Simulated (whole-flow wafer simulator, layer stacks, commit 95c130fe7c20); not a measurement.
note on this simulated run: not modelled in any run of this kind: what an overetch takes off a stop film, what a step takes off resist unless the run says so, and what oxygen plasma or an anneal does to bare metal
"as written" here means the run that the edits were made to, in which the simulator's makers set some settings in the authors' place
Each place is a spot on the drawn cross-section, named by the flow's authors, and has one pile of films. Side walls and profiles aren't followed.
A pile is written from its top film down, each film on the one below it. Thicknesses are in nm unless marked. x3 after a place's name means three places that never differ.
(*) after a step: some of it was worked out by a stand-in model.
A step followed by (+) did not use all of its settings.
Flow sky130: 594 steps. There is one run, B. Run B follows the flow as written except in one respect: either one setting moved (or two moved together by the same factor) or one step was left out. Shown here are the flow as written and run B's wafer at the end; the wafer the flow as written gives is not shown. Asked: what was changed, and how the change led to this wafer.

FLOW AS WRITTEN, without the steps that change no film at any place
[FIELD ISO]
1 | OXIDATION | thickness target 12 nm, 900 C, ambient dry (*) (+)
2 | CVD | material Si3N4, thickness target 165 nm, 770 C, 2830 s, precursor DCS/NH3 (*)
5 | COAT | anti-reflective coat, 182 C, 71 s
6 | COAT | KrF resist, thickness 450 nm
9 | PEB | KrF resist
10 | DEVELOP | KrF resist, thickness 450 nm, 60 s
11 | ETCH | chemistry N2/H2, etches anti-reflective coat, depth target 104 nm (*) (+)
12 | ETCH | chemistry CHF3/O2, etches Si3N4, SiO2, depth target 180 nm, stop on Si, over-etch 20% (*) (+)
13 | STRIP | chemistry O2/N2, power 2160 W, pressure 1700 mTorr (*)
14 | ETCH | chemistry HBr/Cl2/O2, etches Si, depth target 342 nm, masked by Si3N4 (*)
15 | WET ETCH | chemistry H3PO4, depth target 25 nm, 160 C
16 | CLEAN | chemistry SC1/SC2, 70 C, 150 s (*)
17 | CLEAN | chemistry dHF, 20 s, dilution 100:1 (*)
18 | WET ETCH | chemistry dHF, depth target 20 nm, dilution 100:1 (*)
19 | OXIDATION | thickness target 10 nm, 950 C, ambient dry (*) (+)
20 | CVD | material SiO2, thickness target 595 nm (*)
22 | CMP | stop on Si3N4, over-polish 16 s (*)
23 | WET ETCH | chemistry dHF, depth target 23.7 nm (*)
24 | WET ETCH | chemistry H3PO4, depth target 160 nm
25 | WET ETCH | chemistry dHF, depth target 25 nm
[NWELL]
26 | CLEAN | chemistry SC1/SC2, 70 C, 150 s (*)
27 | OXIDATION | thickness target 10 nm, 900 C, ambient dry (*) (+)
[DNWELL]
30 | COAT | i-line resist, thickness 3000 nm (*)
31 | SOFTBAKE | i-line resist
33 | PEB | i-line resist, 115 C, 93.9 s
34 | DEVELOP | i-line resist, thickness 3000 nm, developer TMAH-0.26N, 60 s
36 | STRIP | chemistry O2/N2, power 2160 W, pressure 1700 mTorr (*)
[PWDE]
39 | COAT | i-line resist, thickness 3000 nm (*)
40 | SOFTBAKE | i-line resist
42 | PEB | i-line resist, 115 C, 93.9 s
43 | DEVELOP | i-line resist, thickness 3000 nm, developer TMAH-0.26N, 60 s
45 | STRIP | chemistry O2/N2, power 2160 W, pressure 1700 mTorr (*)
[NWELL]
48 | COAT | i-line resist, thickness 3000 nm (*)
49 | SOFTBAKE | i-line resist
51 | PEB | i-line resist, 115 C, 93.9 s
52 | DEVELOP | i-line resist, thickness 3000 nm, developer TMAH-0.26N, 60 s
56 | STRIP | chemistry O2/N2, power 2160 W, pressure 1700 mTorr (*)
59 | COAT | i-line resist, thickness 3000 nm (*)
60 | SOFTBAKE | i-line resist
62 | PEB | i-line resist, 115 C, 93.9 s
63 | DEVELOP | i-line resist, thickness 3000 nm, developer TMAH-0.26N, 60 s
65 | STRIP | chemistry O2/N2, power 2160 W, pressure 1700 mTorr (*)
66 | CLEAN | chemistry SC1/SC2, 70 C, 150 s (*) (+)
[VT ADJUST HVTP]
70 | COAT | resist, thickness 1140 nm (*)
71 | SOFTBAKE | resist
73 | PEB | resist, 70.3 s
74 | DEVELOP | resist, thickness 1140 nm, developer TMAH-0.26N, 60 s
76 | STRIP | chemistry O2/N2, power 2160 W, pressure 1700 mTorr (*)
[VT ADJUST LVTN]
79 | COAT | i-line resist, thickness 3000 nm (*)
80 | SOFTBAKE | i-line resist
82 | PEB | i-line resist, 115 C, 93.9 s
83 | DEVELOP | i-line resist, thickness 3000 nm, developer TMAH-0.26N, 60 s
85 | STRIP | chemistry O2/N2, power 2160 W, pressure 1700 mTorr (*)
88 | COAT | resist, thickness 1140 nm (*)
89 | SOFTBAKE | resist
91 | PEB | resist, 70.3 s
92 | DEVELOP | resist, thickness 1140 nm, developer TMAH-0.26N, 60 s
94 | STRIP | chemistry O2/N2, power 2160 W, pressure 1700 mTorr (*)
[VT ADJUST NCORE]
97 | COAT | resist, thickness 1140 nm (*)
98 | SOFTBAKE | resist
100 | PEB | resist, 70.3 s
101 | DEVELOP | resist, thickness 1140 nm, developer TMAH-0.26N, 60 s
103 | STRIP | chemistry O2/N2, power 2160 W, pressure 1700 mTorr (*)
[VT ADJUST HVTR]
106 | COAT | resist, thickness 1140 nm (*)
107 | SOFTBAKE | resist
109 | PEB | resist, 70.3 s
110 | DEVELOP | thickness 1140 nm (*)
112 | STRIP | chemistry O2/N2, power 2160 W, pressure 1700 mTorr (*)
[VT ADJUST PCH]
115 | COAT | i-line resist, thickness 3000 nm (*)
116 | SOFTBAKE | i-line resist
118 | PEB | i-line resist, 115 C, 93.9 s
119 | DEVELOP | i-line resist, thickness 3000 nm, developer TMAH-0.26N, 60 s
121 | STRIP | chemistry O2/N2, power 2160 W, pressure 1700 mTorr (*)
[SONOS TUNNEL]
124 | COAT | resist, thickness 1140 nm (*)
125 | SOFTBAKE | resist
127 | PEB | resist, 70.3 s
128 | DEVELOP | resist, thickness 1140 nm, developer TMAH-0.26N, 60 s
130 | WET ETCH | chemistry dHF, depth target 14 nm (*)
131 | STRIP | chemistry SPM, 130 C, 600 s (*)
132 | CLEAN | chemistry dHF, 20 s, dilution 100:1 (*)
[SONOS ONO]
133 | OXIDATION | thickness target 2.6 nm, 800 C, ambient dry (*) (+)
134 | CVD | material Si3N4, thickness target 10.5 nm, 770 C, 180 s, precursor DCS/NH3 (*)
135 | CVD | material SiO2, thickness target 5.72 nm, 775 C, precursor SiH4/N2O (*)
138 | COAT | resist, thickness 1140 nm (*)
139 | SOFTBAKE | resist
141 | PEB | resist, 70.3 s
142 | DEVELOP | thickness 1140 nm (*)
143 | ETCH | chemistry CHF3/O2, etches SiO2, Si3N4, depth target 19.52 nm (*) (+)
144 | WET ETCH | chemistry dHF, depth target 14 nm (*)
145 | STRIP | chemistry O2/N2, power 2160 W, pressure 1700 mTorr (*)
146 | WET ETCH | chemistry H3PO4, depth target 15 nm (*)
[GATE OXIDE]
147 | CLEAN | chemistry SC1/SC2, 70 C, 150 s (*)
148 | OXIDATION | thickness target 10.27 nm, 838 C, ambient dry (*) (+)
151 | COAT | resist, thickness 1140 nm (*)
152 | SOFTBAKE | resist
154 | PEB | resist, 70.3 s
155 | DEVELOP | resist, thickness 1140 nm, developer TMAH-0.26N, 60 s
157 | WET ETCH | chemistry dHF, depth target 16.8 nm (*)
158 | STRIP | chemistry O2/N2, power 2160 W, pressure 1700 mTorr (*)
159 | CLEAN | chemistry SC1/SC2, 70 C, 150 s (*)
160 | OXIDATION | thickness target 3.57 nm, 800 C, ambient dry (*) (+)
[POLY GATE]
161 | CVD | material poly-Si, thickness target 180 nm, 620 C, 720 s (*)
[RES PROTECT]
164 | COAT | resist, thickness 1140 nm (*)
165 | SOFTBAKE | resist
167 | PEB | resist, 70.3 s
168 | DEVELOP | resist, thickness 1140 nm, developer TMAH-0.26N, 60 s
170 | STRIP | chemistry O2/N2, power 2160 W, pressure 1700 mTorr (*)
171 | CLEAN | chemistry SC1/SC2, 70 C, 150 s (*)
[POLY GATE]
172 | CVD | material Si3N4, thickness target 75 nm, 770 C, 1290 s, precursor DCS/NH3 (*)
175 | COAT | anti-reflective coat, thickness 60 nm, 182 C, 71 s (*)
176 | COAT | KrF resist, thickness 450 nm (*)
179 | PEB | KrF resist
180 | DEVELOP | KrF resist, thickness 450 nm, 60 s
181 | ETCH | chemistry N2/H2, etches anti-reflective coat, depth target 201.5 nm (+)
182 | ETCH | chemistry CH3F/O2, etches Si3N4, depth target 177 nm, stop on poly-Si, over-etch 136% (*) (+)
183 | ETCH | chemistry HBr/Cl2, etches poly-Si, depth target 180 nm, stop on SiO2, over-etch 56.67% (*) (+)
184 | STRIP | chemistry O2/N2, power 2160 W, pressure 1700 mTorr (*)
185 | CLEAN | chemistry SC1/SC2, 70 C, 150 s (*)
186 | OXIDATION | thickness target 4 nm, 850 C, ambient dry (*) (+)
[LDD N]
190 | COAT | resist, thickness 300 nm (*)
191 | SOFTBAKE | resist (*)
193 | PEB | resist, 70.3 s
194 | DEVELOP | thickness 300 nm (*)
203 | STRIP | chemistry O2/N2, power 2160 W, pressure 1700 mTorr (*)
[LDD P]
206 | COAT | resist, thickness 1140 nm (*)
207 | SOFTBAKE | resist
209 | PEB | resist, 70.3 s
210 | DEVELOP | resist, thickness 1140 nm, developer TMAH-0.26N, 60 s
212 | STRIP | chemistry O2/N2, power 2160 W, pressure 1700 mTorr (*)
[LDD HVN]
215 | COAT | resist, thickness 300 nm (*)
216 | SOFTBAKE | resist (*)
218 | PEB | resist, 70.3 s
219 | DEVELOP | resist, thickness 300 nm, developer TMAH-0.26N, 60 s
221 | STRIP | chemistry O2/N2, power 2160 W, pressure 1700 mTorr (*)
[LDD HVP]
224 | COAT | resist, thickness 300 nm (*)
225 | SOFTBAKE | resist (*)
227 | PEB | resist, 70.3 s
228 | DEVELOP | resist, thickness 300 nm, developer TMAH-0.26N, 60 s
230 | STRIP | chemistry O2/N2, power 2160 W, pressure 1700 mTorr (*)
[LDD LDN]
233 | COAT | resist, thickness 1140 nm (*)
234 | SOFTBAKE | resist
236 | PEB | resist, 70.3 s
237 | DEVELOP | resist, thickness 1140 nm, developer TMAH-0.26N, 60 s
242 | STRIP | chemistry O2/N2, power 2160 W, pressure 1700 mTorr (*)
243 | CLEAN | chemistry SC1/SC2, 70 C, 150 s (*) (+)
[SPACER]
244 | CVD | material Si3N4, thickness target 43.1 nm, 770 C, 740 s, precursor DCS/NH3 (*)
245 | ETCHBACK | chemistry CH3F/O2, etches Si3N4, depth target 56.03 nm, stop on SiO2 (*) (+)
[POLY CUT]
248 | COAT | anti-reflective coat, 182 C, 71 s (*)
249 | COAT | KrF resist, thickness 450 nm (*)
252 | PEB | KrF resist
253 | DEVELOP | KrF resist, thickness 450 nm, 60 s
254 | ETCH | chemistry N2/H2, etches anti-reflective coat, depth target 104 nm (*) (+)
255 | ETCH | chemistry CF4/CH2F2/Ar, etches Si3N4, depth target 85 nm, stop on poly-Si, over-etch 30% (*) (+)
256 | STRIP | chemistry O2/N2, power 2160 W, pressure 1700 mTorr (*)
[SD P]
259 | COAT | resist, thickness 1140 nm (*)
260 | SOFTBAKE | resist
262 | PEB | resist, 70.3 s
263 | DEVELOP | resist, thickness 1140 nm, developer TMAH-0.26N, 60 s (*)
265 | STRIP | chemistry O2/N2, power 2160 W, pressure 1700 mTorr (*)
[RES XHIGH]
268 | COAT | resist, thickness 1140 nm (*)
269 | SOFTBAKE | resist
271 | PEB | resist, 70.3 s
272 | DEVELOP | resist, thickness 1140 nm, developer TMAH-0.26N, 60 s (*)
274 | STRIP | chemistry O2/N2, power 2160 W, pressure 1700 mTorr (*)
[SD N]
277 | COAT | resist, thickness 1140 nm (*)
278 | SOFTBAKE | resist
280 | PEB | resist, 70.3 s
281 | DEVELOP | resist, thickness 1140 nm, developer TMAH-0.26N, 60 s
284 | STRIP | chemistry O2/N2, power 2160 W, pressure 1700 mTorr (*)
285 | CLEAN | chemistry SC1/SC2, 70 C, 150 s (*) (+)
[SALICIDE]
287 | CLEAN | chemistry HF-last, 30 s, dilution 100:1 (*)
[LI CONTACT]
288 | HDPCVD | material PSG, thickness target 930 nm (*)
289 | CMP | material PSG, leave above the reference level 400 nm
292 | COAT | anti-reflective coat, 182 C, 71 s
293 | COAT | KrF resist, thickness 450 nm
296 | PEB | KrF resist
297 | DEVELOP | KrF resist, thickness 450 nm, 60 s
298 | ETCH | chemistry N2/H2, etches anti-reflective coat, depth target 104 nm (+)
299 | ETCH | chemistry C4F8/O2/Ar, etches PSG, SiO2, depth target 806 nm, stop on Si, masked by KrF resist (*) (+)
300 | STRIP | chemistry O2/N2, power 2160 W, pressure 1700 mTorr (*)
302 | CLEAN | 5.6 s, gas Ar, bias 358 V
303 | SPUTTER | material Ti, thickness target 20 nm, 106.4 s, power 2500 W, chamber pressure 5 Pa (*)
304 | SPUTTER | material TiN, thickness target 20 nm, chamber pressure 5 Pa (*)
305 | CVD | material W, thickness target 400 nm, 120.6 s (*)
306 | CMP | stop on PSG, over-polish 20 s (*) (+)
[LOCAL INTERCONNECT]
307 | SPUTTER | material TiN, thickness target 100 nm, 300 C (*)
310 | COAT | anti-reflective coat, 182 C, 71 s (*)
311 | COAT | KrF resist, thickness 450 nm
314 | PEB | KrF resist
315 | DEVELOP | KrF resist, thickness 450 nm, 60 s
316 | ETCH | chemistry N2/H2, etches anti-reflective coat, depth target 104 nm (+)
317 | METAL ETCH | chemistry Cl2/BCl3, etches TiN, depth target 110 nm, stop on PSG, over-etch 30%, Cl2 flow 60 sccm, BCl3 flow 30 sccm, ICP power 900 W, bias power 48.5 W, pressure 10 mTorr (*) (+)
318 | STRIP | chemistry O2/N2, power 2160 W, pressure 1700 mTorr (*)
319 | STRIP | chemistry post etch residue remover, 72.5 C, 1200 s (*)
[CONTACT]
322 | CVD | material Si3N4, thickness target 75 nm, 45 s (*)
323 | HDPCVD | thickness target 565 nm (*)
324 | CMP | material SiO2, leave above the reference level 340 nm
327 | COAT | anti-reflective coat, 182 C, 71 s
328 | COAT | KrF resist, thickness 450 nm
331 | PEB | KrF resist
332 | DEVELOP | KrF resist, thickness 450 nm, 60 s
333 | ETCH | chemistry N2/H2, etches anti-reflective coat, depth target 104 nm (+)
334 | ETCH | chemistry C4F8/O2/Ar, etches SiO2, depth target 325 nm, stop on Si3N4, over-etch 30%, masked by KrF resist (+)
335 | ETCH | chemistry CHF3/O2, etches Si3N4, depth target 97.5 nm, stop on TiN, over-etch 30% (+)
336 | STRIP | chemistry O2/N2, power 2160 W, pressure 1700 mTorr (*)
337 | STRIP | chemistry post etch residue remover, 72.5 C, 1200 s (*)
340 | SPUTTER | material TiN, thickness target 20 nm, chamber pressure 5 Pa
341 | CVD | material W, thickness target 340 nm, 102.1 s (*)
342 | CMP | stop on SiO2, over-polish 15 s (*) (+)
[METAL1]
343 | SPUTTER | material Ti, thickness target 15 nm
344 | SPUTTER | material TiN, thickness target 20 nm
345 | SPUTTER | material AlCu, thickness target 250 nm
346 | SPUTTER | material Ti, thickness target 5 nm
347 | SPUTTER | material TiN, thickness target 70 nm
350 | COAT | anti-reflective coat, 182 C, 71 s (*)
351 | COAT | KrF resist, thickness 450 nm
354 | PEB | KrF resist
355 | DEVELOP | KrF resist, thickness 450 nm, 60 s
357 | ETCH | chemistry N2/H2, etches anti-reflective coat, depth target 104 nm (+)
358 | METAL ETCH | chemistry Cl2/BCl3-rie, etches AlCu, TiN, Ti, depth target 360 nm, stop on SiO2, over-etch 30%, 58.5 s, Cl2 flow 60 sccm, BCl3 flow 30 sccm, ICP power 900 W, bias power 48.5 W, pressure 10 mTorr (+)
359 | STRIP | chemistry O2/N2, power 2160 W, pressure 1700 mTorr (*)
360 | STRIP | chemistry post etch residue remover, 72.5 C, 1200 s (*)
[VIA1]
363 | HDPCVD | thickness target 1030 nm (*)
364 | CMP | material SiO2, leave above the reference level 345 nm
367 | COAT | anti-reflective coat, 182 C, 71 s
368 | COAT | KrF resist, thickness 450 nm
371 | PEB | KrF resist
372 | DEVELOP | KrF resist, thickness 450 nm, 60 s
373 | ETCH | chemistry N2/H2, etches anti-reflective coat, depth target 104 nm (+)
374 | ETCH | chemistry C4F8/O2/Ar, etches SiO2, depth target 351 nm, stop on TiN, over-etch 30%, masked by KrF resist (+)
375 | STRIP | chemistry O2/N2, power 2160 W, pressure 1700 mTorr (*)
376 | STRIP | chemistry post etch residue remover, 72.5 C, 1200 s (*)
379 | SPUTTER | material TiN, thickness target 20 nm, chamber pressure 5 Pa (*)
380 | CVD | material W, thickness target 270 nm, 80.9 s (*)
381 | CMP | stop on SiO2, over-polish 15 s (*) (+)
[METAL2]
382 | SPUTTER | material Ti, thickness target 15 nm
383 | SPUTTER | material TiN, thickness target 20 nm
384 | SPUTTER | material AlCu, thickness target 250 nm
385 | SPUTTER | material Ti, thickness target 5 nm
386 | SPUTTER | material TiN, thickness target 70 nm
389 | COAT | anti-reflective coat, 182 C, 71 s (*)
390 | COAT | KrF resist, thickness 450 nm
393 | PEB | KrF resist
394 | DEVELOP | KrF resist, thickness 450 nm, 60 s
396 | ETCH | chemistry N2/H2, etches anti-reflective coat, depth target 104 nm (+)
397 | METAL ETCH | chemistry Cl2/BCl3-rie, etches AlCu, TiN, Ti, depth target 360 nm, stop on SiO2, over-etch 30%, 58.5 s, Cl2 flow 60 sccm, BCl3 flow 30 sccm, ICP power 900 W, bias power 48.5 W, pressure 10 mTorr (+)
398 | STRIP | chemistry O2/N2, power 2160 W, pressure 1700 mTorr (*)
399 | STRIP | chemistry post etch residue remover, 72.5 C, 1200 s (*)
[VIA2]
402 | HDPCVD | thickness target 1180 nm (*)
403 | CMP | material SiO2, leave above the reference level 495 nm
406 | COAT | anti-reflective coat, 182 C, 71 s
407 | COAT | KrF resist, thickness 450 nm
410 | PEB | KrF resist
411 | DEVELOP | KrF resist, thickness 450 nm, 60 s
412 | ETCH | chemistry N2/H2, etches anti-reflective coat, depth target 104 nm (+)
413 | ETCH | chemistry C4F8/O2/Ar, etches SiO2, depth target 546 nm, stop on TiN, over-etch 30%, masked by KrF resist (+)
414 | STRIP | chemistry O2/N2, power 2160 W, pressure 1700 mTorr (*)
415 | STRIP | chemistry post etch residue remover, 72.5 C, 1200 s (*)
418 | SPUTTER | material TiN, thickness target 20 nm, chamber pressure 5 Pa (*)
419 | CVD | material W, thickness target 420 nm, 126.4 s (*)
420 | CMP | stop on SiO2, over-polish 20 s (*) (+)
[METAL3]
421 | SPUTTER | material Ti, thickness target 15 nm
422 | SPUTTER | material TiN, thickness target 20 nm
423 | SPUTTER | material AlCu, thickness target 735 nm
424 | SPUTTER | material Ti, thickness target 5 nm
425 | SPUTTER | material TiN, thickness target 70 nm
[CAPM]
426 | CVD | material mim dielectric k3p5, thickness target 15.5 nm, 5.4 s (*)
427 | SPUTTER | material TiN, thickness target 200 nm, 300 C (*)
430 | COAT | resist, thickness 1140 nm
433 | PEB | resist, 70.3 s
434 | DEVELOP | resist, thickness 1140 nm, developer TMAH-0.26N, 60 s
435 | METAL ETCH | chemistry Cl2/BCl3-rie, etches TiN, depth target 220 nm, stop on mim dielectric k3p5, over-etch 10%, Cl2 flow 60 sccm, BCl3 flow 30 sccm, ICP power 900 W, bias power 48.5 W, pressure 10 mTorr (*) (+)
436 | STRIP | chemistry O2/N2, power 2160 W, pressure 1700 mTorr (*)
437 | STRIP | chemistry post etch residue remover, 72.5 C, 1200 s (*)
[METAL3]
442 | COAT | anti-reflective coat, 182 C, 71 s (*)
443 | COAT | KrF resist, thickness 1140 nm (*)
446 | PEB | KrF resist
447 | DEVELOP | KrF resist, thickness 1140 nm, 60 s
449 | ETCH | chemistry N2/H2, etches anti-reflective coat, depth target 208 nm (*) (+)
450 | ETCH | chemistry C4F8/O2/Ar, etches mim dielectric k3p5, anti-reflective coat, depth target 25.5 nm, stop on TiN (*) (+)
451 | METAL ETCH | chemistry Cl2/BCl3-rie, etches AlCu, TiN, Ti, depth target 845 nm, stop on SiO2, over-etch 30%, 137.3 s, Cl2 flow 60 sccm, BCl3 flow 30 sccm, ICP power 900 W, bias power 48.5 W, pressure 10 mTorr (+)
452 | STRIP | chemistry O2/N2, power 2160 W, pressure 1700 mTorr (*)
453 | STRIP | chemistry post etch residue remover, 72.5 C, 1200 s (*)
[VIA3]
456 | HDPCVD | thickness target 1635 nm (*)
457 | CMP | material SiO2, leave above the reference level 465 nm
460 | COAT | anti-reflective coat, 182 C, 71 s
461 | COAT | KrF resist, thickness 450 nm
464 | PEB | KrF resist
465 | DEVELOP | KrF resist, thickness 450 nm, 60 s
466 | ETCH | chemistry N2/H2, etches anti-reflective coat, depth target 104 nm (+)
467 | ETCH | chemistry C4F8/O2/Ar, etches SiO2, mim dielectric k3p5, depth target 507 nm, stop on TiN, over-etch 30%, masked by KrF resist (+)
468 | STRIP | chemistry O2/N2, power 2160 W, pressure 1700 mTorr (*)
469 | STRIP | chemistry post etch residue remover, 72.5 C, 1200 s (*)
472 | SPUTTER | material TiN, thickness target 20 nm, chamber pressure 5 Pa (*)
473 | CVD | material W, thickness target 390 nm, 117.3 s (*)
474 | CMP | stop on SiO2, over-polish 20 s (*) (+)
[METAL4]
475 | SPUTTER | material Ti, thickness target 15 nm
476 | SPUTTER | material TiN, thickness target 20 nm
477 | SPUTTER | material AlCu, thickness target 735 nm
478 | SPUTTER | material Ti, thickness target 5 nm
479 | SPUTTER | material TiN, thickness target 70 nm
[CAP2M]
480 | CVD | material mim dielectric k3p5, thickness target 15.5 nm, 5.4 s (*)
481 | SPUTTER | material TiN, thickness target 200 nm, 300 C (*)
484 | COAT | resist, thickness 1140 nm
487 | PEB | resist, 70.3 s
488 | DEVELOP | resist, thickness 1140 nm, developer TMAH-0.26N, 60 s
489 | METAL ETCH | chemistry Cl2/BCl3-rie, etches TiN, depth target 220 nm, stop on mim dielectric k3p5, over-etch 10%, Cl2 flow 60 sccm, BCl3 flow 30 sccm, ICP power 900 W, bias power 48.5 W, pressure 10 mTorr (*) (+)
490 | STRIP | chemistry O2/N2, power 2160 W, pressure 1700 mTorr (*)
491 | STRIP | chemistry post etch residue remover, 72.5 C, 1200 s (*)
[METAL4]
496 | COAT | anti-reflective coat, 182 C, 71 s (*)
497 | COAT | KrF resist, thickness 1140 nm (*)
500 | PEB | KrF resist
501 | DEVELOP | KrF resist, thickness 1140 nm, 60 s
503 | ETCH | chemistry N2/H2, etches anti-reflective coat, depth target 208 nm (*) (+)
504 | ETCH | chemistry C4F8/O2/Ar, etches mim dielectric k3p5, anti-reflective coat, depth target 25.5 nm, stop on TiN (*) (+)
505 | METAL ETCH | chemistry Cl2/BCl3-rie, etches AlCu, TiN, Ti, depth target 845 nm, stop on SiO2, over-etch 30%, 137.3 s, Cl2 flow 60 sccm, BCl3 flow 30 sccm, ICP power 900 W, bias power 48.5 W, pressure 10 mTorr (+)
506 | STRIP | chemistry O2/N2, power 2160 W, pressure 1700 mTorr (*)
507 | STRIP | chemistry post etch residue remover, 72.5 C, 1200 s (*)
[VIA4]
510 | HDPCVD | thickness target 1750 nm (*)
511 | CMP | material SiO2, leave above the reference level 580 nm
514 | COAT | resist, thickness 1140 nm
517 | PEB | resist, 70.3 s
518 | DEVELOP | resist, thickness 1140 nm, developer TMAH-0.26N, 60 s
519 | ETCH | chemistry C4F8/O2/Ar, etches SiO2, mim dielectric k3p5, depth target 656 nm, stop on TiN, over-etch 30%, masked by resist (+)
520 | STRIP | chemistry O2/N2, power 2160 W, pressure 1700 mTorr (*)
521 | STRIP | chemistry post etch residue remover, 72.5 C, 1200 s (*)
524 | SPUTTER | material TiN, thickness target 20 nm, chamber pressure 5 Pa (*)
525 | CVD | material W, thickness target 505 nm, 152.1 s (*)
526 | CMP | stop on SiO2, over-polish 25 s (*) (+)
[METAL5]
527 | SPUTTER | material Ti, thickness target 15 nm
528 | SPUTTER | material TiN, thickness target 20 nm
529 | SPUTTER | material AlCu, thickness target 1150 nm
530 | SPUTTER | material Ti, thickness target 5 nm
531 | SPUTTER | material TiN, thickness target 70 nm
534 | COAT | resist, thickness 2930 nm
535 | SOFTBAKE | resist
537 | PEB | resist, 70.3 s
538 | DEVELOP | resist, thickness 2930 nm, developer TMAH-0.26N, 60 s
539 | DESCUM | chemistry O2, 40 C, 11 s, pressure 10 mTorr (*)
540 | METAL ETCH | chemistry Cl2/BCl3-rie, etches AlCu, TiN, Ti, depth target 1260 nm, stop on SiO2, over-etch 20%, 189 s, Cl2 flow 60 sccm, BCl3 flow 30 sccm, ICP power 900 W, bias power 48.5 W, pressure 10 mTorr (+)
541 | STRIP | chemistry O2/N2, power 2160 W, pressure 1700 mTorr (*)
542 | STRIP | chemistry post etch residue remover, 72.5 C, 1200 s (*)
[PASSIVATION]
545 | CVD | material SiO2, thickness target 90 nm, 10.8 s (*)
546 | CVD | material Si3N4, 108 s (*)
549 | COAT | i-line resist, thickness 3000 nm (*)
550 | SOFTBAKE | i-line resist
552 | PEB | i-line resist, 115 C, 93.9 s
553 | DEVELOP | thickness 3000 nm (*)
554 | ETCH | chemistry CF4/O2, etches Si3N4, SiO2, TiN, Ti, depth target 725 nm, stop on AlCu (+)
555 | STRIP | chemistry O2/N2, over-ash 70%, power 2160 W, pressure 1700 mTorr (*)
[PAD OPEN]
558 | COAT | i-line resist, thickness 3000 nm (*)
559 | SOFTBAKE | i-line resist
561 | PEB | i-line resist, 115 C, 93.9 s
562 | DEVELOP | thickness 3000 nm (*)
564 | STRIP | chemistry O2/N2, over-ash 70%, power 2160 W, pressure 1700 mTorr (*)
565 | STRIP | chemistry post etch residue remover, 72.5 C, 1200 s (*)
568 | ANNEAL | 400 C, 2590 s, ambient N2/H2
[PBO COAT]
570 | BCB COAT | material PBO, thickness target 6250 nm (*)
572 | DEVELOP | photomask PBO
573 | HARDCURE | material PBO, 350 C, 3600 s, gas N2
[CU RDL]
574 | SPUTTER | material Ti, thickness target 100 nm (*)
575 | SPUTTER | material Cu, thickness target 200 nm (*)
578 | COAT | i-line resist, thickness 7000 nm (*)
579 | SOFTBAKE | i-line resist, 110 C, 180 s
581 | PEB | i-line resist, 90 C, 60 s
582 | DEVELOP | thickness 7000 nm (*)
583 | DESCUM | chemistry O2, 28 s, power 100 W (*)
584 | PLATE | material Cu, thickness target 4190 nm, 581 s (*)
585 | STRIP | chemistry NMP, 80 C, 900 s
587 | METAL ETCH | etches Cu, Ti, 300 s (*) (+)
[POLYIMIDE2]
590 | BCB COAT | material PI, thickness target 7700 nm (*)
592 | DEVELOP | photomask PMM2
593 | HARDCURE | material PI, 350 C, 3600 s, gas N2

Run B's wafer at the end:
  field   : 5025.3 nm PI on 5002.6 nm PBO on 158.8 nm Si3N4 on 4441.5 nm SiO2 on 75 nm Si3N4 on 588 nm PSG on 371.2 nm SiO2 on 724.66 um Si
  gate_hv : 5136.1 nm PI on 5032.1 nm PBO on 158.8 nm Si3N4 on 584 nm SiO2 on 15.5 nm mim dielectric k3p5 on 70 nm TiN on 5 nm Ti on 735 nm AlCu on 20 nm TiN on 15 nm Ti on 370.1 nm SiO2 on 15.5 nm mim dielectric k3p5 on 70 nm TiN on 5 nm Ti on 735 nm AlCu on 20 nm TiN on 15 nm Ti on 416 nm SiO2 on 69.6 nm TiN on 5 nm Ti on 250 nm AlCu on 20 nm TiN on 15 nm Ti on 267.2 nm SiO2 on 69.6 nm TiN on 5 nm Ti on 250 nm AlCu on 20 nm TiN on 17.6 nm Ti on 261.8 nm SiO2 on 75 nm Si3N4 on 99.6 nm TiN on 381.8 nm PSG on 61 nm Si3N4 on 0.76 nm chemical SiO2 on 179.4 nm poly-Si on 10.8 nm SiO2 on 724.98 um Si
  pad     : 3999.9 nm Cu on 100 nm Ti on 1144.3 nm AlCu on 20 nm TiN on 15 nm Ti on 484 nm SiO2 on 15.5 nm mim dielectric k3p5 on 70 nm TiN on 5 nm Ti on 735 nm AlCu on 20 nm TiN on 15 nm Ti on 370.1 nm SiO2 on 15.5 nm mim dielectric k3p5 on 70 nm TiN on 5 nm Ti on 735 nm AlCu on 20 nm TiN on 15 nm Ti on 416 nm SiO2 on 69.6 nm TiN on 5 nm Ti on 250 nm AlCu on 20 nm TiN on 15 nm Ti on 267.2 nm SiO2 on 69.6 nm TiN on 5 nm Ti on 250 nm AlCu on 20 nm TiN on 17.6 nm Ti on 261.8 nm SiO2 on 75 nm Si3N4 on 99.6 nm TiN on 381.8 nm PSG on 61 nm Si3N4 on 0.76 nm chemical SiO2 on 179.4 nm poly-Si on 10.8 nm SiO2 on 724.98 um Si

The reason: step 343, SPUTTER: thickness target 17.6 nm was run, though the flow has thickness target 15 nm.
The wafer itself shows it: gate_hv has Ti 17.6, and step 343 as written asks for 15 nm.

Step by step, how the change led to this:
  343 | SPUTTER | material Ti, thickness target 15 nm
      field, active, n_well and 188 more: Ti gains 17.6 (new film) (it would be, as written: Ti gains 15 (new film))
  358 | METAL ETCH | chemistry Cl2/BCl3-rie, etches AlCu, TiN, Ti, depth target 360 nm, stop on SiO2, over-etch 30%, 58.5 s, Cl2 flow 60 sccm, BCl3 flow 30 sccm, ICP power 900 W, bias power 48.5 W, pressure 10 mTorr (+)
      field, active, gate and 81 more: TiN loses 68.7 (all of it), Ti loses 5 (all of it), AlCu loses 250 (all of it), TiN loses 20 (all of it), Ti loses 17.6 (all of it), SiO2 loses 10.7 (it would be, as written: TiN loses 68.7 (all of it), Ti loses 5 (all of it), AlCu loses 250 (all of it), TiN loses 20 (all of it), Ti loses 15 (all of it), SiO2 loses 10.9)
